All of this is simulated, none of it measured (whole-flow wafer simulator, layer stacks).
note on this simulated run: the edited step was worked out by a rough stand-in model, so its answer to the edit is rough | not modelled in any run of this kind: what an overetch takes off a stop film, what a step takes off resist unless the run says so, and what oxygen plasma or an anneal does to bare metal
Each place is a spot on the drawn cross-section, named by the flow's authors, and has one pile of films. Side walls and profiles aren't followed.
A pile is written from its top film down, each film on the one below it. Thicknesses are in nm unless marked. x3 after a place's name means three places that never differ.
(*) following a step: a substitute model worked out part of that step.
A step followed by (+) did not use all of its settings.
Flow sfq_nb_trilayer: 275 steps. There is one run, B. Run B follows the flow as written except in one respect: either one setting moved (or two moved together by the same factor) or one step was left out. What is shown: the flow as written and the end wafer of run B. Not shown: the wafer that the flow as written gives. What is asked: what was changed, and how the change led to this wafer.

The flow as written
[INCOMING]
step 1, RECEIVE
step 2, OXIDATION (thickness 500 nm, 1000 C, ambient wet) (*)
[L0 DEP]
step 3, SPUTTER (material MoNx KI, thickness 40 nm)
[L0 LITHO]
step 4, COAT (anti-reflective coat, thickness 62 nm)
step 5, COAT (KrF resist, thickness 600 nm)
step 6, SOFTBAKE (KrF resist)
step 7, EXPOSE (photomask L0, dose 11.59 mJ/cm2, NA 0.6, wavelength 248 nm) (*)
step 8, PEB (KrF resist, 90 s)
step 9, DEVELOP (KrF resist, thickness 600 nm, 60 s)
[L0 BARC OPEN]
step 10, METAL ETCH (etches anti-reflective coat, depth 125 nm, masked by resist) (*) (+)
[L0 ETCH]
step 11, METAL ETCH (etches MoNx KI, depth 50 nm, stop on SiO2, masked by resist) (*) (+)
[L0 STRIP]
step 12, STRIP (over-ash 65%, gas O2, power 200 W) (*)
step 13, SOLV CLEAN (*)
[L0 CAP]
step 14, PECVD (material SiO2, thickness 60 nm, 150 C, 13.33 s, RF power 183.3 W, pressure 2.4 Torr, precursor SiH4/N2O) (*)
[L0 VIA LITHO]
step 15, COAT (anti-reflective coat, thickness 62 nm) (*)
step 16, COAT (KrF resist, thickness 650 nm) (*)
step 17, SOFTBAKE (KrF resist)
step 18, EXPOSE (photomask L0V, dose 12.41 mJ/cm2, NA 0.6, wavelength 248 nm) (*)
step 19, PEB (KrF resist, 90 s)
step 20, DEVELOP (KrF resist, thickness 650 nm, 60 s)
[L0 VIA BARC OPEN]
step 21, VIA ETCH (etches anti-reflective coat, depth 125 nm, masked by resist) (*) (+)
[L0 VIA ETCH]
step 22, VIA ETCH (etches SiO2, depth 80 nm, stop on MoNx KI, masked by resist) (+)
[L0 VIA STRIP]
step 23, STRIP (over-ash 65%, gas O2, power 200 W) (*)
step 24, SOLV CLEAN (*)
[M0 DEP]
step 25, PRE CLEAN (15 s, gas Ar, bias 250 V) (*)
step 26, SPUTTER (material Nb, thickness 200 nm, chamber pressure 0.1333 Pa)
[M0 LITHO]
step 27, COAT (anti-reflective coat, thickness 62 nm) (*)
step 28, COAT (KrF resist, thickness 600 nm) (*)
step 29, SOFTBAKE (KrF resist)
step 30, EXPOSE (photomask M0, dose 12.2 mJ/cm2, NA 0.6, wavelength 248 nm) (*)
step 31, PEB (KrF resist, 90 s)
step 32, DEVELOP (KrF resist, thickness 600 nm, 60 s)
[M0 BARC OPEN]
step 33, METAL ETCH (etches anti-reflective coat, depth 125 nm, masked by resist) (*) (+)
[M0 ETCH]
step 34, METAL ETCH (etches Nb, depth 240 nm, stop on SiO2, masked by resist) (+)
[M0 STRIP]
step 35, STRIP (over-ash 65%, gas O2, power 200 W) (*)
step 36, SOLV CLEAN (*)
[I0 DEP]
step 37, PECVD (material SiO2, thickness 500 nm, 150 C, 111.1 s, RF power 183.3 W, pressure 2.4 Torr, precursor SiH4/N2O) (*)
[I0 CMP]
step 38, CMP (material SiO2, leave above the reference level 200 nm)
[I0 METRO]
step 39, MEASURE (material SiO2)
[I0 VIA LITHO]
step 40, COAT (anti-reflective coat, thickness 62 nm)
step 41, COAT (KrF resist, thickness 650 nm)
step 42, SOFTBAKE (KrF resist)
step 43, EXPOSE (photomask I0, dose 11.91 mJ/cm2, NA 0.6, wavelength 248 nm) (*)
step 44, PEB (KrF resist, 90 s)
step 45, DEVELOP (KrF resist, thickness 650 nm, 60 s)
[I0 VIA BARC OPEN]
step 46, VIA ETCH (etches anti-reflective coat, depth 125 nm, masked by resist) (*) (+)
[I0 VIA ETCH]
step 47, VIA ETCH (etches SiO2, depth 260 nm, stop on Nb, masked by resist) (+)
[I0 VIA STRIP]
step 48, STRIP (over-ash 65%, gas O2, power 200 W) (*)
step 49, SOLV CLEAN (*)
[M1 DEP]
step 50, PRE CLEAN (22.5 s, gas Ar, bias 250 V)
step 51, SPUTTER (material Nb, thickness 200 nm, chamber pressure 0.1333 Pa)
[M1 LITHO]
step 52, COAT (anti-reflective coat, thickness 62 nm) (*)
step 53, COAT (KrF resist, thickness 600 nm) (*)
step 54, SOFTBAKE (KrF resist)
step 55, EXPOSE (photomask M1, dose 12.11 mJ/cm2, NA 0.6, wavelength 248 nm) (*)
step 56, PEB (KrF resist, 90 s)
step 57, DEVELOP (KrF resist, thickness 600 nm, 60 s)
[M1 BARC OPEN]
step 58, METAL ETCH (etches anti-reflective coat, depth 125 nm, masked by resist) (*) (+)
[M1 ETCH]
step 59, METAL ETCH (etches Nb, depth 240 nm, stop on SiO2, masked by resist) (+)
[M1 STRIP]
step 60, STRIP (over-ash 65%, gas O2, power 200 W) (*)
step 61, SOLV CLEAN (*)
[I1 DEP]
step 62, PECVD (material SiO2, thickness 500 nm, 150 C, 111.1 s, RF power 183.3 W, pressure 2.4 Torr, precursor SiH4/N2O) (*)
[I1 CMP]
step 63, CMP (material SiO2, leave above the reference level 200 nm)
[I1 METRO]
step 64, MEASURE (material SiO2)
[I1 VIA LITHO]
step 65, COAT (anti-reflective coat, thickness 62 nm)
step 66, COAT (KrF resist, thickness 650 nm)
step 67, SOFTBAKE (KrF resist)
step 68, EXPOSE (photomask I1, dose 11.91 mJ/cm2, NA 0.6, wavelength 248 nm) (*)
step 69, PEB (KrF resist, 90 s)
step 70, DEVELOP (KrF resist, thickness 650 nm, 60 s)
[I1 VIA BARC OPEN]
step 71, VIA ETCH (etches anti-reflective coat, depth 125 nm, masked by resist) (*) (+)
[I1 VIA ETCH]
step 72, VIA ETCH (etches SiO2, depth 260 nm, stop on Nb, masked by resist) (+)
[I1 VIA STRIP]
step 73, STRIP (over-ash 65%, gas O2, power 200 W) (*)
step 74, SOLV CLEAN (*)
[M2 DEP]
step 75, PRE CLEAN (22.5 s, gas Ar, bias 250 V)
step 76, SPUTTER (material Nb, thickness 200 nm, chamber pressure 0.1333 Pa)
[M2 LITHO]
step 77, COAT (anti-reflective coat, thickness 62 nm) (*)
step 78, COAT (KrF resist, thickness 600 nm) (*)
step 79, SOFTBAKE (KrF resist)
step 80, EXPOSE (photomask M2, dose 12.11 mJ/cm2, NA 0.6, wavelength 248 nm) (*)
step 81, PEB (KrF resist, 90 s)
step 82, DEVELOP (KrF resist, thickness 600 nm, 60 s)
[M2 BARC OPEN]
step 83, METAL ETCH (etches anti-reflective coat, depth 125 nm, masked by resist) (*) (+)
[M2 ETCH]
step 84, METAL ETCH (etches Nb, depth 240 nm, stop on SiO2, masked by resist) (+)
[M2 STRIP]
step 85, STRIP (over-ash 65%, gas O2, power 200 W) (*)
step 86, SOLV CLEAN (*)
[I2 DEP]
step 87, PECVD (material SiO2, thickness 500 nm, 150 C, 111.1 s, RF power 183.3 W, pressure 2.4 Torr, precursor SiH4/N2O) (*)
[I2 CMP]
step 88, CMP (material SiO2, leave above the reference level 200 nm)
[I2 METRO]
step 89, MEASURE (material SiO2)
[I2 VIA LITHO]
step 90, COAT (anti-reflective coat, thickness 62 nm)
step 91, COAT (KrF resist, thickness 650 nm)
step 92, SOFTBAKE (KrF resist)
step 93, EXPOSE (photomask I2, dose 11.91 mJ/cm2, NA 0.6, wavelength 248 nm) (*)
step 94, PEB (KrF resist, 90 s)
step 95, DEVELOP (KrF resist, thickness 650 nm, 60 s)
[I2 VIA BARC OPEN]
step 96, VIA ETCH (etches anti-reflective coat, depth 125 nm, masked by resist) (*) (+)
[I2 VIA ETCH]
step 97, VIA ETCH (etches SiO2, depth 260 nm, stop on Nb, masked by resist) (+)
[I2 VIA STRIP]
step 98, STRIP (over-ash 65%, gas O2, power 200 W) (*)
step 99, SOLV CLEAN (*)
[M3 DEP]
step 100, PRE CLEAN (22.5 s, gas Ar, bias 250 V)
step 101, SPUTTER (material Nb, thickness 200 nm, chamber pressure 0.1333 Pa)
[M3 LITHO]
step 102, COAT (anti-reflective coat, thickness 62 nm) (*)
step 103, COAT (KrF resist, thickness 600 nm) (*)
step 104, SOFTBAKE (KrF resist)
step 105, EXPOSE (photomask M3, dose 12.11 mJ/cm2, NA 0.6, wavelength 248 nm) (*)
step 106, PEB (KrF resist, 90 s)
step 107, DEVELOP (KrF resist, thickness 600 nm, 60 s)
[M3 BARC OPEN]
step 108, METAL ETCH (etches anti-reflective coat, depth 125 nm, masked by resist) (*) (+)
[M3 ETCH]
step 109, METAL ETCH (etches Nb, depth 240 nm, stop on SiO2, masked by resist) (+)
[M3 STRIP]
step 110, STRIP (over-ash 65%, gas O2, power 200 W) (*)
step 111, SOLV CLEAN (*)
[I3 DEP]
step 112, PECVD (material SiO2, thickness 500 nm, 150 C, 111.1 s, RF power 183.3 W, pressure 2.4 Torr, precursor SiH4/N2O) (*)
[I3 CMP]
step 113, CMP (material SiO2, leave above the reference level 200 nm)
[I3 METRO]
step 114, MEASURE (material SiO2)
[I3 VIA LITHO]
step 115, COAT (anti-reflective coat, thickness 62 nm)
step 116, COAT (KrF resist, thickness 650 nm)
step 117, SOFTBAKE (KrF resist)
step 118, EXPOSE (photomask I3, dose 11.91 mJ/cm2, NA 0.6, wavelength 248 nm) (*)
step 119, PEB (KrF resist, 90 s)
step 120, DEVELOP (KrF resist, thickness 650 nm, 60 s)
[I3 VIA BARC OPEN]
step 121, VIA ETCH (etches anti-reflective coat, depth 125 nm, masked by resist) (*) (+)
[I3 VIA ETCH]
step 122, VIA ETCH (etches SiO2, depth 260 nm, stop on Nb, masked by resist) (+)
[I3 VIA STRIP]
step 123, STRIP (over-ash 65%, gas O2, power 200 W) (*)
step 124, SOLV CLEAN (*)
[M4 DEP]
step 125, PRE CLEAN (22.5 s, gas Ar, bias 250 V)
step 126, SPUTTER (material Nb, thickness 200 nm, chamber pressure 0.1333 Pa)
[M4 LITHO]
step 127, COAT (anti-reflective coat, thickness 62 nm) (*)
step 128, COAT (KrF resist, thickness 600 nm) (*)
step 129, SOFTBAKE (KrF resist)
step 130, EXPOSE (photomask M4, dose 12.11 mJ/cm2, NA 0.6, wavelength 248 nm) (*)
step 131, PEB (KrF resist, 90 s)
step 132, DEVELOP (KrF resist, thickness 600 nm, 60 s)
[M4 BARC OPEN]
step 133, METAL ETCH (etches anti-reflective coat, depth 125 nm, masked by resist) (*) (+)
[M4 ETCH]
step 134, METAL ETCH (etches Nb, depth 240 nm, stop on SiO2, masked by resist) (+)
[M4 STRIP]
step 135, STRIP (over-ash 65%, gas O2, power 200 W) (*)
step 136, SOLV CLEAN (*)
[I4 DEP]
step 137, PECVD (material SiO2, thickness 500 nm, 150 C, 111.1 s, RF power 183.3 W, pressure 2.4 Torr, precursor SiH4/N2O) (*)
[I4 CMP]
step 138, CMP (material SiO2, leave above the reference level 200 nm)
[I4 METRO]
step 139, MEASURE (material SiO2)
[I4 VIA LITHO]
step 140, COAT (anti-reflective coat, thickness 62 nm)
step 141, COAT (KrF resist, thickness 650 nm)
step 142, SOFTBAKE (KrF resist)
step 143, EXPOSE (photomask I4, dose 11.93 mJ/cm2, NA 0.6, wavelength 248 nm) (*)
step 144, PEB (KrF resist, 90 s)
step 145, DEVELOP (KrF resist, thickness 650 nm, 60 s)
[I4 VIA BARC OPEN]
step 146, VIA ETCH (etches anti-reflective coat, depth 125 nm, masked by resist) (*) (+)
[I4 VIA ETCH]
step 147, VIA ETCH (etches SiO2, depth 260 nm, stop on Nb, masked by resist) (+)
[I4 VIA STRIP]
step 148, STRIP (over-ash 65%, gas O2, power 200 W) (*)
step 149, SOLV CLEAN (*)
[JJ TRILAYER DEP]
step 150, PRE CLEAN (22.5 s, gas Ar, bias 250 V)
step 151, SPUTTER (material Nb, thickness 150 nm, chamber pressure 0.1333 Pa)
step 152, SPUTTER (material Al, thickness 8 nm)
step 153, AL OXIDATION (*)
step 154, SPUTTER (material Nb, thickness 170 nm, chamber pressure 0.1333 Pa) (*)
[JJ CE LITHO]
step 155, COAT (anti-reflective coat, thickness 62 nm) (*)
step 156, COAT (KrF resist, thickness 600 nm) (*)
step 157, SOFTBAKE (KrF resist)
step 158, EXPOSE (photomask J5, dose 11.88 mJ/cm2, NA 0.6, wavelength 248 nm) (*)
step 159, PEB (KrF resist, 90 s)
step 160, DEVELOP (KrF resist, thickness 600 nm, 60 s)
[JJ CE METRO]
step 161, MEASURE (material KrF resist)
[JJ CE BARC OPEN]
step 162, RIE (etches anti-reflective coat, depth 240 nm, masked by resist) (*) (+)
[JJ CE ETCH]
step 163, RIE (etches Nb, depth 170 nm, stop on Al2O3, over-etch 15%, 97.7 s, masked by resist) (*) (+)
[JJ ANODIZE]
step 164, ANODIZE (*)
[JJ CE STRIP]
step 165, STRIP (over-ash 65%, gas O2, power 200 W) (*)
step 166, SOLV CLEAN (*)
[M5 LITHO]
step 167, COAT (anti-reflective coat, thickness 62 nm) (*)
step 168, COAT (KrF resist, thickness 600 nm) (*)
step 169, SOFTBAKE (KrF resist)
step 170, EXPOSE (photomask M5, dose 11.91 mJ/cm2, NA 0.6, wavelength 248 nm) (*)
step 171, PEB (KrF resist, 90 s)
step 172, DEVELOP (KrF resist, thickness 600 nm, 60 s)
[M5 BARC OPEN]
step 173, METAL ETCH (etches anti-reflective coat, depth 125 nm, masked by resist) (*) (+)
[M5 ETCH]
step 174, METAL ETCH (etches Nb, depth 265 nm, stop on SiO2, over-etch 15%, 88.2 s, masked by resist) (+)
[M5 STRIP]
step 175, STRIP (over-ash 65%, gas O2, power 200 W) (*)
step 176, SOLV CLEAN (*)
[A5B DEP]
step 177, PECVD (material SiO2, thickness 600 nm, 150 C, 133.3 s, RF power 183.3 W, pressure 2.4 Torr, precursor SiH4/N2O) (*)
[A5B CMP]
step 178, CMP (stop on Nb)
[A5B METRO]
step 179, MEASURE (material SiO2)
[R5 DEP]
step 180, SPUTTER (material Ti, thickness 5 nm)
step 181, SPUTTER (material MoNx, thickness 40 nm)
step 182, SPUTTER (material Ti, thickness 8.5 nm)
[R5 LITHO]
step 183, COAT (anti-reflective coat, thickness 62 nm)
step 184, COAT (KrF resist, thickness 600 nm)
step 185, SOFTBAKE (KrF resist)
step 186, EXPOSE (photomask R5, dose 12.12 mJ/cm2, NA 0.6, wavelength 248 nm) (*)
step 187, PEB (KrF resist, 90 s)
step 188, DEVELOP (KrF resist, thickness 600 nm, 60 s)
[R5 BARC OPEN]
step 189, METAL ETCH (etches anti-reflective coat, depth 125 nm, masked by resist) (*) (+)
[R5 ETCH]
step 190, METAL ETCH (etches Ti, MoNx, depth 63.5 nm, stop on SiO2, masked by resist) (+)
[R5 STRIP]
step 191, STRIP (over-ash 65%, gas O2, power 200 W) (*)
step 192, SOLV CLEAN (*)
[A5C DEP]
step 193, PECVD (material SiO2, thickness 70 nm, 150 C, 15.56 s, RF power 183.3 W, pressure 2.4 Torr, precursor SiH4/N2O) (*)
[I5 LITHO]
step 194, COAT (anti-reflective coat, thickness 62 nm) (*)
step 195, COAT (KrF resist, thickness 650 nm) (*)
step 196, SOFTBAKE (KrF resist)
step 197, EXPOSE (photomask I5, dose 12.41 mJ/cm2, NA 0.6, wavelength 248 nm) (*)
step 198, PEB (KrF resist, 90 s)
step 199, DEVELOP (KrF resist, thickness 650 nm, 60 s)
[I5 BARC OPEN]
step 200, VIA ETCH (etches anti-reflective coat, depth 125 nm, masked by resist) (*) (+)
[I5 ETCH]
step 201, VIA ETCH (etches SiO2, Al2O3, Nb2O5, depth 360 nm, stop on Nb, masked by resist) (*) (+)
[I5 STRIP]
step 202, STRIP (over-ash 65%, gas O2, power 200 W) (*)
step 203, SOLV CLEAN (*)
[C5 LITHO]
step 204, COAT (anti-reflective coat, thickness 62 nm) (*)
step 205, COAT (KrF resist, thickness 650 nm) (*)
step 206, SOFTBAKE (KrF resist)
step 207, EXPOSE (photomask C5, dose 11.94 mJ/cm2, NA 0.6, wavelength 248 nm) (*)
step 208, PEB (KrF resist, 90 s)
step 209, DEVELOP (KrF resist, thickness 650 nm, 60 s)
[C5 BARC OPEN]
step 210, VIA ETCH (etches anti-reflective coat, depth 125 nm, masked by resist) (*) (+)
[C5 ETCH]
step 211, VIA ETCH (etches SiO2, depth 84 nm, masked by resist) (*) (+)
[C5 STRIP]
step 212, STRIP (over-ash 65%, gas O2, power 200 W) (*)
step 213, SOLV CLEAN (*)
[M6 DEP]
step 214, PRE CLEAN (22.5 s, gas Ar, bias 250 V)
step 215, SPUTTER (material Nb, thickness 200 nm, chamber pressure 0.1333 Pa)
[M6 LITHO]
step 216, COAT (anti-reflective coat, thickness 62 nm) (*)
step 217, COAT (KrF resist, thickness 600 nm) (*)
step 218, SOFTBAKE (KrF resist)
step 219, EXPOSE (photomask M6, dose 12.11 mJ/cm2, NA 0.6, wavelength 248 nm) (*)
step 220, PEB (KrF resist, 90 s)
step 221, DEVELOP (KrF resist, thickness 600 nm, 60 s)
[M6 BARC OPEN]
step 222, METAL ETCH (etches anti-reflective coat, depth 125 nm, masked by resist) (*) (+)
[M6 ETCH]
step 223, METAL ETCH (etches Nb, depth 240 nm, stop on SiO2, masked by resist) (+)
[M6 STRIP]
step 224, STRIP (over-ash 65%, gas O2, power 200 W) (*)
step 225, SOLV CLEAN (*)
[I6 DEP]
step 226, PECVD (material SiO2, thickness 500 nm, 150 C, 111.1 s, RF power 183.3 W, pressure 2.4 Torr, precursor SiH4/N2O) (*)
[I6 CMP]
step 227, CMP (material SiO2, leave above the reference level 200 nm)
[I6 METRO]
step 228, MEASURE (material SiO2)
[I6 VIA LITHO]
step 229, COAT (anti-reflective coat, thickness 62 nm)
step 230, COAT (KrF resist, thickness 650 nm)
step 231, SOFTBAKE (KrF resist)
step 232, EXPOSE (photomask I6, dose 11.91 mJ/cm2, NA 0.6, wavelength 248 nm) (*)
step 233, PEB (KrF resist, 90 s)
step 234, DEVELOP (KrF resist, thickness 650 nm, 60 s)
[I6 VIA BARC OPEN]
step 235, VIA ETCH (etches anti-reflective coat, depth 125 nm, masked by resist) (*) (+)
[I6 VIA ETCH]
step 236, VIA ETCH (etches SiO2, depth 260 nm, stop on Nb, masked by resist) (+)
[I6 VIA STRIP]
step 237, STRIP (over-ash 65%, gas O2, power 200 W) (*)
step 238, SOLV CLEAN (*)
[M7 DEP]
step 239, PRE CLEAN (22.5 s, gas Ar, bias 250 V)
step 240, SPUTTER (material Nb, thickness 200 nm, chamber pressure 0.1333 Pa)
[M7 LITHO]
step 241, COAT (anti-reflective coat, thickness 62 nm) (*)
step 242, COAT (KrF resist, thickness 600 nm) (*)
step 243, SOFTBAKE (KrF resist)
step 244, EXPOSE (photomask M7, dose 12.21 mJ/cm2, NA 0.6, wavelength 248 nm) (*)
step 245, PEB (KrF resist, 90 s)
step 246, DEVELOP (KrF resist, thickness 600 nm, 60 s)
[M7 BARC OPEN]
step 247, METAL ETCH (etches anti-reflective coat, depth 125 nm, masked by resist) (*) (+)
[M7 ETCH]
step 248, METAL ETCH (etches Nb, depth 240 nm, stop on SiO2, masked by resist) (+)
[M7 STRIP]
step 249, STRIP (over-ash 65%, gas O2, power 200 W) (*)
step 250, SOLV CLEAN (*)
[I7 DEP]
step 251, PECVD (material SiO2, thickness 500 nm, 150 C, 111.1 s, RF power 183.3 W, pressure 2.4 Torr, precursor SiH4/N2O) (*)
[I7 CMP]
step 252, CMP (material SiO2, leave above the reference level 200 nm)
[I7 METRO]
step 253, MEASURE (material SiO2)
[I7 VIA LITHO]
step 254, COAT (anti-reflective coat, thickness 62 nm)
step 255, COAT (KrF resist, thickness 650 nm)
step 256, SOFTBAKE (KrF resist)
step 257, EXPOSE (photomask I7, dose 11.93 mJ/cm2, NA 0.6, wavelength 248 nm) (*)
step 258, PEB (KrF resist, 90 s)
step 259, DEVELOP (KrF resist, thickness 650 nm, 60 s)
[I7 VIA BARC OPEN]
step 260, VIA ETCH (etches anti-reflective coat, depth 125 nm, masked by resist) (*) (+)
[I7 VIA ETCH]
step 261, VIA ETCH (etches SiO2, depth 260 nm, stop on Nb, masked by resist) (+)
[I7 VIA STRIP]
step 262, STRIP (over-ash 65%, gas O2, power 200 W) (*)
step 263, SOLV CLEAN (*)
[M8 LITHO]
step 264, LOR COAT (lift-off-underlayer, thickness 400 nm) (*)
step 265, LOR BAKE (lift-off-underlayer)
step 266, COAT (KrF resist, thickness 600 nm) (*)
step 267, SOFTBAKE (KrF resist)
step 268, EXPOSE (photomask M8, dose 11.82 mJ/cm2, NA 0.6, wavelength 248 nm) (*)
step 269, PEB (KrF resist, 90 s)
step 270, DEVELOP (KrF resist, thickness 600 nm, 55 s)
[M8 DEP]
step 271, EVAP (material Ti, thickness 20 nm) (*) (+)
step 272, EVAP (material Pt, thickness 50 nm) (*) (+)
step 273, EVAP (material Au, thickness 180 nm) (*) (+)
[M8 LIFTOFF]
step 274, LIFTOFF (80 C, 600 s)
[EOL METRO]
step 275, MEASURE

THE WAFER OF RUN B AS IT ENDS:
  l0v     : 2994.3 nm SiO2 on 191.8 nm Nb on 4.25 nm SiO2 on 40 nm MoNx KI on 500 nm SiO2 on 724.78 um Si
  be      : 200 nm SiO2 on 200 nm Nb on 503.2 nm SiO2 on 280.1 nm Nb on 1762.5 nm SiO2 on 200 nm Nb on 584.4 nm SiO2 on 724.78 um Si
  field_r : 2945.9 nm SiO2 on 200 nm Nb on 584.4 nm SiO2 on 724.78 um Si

Cause: step 14, PECVD: thickness 89.4 nm was run, while the flow as written has thickness 60 nm; step 14, PECVD: 19.87 s was run, where the flow has 13.33 s.

The path from the change to this, step by step:
  step 14, PECVD (material SiO2, thickness 60 nm, 150 C, 13.33 s, RF power 183.3 W, pressure 2.4 Torr, precursor SiH4/N2O) (*)
      v_sur, via_wl, via_w and 97 more: +89.4 SiO2 (in the flow as written it would be: +60 SiO2)
      field_l, l0_sur, l0v, l0r_line_l, l0r_line_c, l0r_line_r: +89.4 SiO2 (new film) (in the flow as written it would be: +60 SiO2 (new film))
  step 22, VIA ETCH (etches SiO2, depth 80 nm, stop on MoNx KI, masked by resist) (+)
      l0v: -80 SiO2 (in the flow as written it would be: -59.8 SiO2 (all of it))
  step 25, PRE CLEAN (15 s, gas Ar, bias 250 V) (*)
      l0v: -5 SiO2 (in the flow as written it would be: -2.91 MoNx KI)
  step 27, COAT (anti-reflective coat, thickness 62 nm) (*)
      l0_sur: +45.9 anti-reflective coat (new film) (in the flow as written it would be: +47.5 anti-reflective coat (new film))
      l0v: +83.5 anti-reflective coat (new film) (in the flow as written it would be: +78 anti-reflective coat (new film))
  step 28, COAT (KrF resist, thickness 600 nm) (*)
      l0v: +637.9 KrF resist (new film) (in the flow as written it would be: +622.9 KrF resist (new film))
  step 35, STRIP (over-ash 65%, gas O2, power 200 W) (*)
      l0_sur: -369.5 KrF resist (all of it), -45.9 anti-reflective coat (all of it) (in the flow as written it would be: -372 KrF resist (all of it), -47.5 anti-reflective coat (all of it))
      l0v: -420.2 KrF resist (all of it), -83.5 anti-reflective coat (all of it) (in the flow as written it would be: -405.3 KrF resist (all of it), -78 anti-reflective coat (all of it))
  step 38, CMP (material SiO2, leave above the reference level 200 nm)
      l0v: -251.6 SiO2 (in the flow as written it would be: -277.8 SiO2)
Taking metal films that touch as one body, l0v has 2 bodies (between them, from the top down: SiO2 4.25); the flow as written gives 1 body.
